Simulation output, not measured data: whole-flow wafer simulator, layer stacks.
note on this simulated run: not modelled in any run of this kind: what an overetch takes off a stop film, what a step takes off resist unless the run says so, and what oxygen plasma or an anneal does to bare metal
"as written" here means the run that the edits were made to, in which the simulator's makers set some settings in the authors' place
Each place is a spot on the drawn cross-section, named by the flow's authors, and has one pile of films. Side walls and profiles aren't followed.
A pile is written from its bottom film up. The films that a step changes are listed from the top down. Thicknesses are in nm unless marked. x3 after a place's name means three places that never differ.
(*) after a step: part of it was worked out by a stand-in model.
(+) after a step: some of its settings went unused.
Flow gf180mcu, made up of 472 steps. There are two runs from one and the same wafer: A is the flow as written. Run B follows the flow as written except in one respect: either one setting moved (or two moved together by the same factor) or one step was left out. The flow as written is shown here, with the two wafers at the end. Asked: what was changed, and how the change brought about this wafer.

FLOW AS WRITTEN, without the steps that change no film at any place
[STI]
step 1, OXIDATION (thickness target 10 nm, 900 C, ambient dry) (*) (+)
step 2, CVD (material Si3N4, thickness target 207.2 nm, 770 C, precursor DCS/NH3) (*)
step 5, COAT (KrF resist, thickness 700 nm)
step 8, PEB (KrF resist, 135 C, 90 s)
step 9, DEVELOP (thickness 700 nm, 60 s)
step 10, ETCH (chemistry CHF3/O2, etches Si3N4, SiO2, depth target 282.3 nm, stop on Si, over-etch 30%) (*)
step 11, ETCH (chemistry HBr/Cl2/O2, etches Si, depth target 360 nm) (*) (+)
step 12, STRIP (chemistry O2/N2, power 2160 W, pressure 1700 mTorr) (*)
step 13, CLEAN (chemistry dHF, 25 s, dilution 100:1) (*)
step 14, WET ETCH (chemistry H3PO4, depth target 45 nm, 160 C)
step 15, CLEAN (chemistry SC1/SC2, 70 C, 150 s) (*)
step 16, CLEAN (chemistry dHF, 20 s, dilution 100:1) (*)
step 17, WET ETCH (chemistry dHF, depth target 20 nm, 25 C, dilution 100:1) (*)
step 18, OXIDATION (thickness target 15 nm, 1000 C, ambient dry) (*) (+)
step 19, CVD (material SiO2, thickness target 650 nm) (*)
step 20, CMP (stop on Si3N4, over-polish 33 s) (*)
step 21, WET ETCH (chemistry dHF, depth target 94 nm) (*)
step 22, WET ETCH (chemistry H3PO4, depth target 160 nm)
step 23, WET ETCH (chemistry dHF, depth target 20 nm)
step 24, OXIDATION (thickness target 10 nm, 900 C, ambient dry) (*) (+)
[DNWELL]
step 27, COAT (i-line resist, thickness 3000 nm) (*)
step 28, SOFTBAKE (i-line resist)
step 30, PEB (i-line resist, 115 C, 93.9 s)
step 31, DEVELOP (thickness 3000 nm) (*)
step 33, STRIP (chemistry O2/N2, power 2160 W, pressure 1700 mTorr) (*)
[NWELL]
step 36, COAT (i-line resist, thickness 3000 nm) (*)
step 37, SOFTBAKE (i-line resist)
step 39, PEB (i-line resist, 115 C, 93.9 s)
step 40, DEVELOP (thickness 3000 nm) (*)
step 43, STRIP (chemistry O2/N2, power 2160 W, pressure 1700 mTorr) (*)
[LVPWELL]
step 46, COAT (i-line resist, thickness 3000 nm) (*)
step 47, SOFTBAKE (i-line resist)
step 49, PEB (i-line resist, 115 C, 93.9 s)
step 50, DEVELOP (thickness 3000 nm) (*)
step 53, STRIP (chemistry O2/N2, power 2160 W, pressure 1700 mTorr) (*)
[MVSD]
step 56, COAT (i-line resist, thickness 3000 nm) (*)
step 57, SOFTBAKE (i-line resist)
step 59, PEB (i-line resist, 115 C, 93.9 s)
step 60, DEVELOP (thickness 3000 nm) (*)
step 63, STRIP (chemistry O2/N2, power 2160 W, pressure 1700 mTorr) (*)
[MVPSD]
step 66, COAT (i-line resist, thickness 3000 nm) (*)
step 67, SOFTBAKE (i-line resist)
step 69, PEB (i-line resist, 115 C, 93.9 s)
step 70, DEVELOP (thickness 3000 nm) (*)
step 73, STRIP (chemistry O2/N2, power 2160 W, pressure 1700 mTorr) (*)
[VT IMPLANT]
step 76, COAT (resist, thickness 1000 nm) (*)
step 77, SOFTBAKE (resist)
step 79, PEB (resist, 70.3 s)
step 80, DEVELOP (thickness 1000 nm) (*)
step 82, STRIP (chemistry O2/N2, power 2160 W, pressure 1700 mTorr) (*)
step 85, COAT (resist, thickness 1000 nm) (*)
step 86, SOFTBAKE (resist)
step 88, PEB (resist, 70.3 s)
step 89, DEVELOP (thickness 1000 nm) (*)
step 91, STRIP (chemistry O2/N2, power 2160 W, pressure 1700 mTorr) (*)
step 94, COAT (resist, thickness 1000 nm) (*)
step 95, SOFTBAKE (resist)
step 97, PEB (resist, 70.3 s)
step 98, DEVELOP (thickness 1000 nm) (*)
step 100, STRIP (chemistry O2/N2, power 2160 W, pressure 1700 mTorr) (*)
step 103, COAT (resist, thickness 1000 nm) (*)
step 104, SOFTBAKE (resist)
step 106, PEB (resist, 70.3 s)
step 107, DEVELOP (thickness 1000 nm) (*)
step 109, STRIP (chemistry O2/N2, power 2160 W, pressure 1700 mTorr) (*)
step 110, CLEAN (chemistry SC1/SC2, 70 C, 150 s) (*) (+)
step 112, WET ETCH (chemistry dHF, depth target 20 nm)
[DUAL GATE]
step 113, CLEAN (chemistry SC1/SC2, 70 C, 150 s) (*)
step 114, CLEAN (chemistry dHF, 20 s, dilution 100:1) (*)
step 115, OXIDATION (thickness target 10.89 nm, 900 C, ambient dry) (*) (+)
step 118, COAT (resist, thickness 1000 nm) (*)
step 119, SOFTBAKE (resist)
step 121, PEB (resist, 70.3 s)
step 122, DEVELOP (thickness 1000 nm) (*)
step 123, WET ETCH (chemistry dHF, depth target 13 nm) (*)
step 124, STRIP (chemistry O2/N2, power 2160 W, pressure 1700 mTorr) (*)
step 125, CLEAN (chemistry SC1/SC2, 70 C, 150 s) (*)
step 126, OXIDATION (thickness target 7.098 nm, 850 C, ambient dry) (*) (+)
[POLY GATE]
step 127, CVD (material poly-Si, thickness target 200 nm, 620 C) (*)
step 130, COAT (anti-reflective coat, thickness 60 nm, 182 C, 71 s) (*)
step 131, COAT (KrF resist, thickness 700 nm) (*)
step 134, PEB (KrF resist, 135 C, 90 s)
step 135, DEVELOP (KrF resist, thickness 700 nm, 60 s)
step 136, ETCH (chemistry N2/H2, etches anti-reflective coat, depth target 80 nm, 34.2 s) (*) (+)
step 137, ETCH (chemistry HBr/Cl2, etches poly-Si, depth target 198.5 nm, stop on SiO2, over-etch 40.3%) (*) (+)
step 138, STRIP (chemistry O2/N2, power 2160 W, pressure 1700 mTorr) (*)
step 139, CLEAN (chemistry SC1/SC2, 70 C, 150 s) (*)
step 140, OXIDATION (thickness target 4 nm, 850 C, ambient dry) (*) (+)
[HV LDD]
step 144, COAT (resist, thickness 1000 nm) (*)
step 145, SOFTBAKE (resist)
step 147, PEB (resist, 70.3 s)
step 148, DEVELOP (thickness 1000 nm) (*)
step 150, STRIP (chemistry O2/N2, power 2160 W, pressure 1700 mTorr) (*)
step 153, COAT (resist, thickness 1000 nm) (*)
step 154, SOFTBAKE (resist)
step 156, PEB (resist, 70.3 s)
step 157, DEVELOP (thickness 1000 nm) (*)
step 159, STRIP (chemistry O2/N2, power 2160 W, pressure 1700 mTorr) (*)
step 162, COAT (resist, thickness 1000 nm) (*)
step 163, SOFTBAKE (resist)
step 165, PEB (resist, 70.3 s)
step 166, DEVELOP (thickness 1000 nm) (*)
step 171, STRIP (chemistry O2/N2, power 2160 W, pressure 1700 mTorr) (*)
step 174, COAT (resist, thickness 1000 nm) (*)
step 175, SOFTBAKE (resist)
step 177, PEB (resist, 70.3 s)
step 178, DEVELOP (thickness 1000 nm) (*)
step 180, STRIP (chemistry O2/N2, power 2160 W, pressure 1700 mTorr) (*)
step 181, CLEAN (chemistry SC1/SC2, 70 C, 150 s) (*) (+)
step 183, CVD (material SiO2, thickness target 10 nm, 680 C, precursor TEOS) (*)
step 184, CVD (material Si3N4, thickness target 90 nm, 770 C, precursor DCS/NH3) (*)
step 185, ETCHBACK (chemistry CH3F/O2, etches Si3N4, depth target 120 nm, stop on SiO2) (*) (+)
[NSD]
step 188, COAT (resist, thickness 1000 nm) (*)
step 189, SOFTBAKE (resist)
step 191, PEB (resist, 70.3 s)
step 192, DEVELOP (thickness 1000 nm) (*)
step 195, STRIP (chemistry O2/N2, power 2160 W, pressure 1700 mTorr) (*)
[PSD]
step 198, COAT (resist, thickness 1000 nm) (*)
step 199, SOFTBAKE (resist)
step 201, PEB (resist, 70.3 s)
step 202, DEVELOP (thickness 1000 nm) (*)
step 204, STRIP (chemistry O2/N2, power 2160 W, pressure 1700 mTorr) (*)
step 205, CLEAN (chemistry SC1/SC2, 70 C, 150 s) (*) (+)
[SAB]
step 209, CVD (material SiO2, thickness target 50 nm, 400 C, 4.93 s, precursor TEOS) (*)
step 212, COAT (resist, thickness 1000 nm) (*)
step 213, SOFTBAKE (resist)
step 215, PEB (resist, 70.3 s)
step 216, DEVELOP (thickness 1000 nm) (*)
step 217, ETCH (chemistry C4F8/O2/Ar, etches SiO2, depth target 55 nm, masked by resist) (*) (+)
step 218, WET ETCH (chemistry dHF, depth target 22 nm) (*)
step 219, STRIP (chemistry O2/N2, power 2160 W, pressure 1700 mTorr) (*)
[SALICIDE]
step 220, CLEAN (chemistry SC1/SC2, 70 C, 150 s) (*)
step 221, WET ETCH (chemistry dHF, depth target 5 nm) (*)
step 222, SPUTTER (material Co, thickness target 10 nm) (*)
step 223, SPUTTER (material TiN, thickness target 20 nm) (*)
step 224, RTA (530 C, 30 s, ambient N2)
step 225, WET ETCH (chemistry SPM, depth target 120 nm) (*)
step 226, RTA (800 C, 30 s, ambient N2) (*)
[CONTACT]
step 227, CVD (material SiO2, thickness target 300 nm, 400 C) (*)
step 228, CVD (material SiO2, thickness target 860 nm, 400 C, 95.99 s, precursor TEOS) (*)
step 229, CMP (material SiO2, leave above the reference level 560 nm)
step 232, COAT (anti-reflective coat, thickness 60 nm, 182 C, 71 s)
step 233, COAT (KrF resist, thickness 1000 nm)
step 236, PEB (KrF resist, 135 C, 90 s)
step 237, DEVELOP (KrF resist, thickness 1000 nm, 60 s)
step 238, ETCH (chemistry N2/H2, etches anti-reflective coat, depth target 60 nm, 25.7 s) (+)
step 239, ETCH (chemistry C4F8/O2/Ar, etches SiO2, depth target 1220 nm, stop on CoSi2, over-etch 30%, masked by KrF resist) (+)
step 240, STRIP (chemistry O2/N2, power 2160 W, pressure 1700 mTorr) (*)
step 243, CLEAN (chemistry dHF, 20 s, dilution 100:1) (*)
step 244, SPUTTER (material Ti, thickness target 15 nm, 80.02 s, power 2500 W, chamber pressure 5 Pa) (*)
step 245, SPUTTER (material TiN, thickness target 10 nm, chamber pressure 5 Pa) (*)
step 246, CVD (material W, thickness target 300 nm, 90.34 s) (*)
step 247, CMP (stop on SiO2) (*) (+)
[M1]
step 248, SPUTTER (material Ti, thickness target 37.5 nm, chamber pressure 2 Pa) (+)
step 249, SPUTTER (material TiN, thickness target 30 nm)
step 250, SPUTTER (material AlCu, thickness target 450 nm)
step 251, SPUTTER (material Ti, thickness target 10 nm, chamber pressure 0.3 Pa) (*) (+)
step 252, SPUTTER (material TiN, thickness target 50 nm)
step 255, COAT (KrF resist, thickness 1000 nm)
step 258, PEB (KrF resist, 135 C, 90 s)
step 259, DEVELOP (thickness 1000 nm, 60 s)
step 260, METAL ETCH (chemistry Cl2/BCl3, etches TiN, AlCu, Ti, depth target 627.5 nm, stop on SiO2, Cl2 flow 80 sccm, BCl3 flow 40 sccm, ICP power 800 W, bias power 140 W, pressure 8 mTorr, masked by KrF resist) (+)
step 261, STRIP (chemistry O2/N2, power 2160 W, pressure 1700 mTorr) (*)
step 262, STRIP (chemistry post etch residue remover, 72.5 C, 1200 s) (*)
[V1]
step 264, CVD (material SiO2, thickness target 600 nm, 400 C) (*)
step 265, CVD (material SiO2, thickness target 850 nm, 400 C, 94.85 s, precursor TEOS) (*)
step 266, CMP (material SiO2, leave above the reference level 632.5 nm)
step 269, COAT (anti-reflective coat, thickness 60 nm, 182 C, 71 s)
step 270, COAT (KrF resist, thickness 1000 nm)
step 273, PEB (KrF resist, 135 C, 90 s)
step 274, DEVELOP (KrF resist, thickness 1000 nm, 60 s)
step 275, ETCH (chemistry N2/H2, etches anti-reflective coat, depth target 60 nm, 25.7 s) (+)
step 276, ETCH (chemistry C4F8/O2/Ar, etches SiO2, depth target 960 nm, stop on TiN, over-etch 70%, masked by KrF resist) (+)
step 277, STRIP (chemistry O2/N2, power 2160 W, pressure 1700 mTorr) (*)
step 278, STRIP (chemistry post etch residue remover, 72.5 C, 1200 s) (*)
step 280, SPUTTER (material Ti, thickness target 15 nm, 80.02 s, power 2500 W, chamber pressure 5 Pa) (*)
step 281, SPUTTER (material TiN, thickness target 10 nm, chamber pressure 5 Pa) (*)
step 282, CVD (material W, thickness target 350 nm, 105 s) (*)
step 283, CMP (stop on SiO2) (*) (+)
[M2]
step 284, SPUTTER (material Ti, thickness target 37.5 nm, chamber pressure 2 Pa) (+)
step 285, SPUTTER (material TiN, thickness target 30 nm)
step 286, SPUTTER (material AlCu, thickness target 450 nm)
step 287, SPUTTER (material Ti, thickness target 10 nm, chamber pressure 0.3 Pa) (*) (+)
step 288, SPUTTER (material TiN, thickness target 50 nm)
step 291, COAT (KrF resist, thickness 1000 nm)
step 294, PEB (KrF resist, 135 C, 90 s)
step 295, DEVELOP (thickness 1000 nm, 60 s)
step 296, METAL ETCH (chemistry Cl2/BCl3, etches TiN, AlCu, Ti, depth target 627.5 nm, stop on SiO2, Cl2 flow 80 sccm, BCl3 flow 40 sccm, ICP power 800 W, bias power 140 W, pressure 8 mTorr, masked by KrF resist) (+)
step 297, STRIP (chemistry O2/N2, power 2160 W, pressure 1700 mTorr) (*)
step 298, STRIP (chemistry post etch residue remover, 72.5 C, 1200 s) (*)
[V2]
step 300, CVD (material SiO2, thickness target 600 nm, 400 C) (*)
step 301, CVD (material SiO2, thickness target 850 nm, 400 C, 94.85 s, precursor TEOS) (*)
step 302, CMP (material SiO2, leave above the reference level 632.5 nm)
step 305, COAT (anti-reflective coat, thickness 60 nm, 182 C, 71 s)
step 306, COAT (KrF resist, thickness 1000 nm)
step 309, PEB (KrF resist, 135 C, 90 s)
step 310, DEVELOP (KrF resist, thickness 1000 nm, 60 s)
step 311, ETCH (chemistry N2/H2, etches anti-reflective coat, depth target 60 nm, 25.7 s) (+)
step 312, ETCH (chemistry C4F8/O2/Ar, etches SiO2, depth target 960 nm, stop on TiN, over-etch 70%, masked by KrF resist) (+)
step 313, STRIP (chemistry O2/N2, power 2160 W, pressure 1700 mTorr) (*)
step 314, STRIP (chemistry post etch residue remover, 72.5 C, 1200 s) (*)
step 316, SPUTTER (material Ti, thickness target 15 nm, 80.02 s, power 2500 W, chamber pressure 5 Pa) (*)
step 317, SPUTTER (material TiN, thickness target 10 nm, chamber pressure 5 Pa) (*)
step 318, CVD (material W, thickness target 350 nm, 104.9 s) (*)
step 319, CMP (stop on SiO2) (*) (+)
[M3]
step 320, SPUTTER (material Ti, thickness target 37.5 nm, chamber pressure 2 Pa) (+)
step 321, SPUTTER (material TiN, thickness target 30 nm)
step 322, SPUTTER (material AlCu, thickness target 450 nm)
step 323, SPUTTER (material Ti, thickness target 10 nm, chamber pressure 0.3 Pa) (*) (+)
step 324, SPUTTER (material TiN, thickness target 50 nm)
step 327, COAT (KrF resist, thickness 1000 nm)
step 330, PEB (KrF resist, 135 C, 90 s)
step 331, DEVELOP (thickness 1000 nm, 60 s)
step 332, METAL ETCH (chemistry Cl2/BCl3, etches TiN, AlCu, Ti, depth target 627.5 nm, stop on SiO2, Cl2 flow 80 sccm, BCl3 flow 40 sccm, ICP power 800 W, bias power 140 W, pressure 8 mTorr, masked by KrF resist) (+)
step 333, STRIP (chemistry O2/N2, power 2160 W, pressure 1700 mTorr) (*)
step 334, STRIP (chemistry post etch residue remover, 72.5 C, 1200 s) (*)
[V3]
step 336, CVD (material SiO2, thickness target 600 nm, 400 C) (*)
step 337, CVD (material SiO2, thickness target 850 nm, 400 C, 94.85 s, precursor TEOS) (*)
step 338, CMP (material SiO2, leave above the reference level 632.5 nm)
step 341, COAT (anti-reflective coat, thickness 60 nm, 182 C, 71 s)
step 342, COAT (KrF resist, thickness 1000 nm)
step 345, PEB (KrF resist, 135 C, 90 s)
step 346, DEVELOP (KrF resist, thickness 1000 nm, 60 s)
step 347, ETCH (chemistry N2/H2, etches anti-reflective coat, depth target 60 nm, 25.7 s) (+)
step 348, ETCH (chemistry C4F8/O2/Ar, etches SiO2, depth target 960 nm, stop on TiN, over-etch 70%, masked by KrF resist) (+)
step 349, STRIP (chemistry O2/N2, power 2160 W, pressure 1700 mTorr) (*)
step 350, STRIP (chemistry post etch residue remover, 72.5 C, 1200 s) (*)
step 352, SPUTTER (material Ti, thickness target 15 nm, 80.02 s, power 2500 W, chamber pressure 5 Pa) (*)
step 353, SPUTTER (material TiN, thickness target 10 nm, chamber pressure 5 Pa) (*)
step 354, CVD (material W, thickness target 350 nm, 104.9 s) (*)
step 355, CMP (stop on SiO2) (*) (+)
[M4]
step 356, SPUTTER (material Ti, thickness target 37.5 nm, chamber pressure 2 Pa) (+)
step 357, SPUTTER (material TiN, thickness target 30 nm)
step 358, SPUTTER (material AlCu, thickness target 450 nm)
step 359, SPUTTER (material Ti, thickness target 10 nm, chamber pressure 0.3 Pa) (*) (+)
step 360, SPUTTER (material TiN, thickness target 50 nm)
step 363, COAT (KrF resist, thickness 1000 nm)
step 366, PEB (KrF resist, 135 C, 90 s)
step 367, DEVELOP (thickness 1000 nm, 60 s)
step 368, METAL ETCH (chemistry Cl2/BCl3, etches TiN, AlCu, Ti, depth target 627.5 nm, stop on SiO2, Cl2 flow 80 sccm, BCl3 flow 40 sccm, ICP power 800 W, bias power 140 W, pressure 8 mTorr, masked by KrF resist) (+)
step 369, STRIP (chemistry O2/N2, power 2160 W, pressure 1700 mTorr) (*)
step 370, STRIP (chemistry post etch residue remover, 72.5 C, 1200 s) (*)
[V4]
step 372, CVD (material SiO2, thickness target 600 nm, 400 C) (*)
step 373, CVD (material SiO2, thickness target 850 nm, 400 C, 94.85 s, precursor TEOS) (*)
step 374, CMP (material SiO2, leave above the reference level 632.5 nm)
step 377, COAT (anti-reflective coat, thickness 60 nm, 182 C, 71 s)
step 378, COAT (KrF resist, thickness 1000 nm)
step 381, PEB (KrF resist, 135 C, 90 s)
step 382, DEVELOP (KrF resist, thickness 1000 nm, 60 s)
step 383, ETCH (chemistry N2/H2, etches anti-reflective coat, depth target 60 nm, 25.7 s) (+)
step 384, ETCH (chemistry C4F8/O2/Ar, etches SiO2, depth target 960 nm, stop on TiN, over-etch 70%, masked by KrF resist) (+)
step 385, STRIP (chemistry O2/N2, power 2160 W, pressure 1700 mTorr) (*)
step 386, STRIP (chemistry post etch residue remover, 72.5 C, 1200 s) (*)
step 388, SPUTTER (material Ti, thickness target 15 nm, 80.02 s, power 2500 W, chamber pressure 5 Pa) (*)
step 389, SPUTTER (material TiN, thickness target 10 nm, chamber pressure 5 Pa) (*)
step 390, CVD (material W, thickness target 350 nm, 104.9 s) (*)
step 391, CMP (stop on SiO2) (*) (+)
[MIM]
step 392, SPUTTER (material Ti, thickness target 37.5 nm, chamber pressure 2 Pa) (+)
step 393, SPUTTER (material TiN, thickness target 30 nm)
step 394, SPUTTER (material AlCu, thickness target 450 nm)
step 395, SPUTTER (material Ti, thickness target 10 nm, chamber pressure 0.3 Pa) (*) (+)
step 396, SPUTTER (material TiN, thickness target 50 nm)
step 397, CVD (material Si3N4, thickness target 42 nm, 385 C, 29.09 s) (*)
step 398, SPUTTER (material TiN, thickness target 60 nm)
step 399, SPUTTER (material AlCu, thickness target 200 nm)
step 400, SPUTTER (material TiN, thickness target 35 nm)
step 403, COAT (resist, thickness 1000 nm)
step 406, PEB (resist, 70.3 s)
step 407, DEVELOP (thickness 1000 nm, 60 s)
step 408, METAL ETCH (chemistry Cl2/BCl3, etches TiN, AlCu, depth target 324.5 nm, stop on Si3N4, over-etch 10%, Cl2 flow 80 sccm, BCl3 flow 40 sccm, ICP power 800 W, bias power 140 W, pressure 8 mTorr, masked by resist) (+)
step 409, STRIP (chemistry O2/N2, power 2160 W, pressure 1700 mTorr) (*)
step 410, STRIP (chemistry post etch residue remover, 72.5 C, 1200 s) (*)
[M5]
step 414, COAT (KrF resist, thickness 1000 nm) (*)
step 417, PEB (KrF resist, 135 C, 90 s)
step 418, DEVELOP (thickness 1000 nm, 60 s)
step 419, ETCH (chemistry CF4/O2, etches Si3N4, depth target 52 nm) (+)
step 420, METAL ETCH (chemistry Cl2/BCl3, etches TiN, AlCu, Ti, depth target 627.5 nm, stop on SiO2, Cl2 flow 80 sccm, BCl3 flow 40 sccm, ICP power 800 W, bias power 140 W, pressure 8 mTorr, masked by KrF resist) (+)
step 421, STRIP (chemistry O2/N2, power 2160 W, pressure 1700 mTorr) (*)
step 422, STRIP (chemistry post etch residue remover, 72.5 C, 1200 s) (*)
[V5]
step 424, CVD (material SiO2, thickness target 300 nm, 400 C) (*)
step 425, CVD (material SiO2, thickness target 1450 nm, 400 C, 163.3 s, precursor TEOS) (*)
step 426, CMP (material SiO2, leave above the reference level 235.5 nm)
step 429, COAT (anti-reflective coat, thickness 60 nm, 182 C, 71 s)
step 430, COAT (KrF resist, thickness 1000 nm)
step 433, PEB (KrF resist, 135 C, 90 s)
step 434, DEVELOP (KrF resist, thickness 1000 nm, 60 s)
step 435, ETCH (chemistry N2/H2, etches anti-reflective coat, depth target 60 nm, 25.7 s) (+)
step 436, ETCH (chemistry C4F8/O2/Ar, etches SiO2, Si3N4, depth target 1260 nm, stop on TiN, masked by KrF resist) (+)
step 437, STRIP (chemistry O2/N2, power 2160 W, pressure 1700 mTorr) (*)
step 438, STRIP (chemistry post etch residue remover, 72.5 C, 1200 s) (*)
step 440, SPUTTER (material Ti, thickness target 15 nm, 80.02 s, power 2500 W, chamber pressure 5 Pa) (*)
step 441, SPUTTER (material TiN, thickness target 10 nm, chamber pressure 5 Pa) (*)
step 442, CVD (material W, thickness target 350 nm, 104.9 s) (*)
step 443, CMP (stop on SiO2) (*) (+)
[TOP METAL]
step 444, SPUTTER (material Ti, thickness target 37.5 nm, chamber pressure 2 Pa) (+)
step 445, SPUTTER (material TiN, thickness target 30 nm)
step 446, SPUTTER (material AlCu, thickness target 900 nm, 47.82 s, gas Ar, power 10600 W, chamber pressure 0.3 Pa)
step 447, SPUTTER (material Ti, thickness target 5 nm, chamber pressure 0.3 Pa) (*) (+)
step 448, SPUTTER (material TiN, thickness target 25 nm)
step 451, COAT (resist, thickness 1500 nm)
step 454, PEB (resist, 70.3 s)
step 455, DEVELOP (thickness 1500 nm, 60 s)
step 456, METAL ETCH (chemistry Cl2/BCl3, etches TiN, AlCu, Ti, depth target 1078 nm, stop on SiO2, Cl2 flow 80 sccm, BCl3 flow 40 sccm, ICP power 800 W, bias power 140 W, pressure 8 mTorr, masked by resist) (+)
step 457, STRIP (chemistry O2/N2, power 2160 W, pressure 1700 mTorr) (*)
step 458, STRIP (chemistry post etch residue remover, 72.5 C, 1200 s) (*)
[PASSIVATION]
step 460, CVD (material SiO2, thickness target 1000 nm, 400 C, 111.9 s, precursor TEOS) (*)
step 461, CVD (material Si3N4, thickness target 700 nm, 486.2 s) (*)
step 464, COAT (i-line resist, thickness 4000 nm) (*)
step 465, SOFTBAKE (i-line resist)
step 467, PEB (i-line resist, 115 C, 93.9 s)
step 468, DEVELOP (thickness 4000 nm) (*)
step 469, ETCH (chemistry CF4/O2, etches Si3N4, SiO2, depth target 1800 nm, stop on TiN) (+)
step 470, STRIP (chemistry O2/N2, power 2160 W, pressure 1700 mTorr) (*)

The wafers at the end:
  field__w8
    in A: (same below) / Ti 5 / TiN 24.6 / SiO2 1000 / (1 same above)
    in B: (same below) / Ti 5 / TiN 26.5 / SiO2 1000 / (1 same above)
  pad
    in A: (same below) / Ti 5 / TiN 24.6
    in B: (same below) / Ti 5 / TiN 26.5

Cause: step 448, SPUTTER: thickness target 26.9 nm was run, while the flow as written has thickness target 25 nm.

How this came from the change, step by step:
  step 448, SPUTTER (material TiN, thickness target 25 nm)
      field, field__w1, field__w2 and 109 more: A +25 TiN (new film) | B +26.9 TiN (new film)
  step 456, METAL ETCH (chemistry Cl2/BCl3, etches TiN, AlCu, Ti, depth target 1078 nm, stop on SiO2, Cl2 flow 80 sccm, BCl3 flow 40 sccm, ICP power 800 W, bias power 140 W, pressure 8 mTorr, masked by resist) (+)
      field, field__w1, field__w2 and 103 more: A -25 TiN (all of it), -5 Ti (all of it), -900 AlCu (all of it), -30 TiN (all of it), -37.5 Ti (all of it) | B -26.9 TiN (all of it), -5 Ti (all of it), -900 AlCu (all of it), -30 TiN (all of it), -37.5 Ti (all of it)
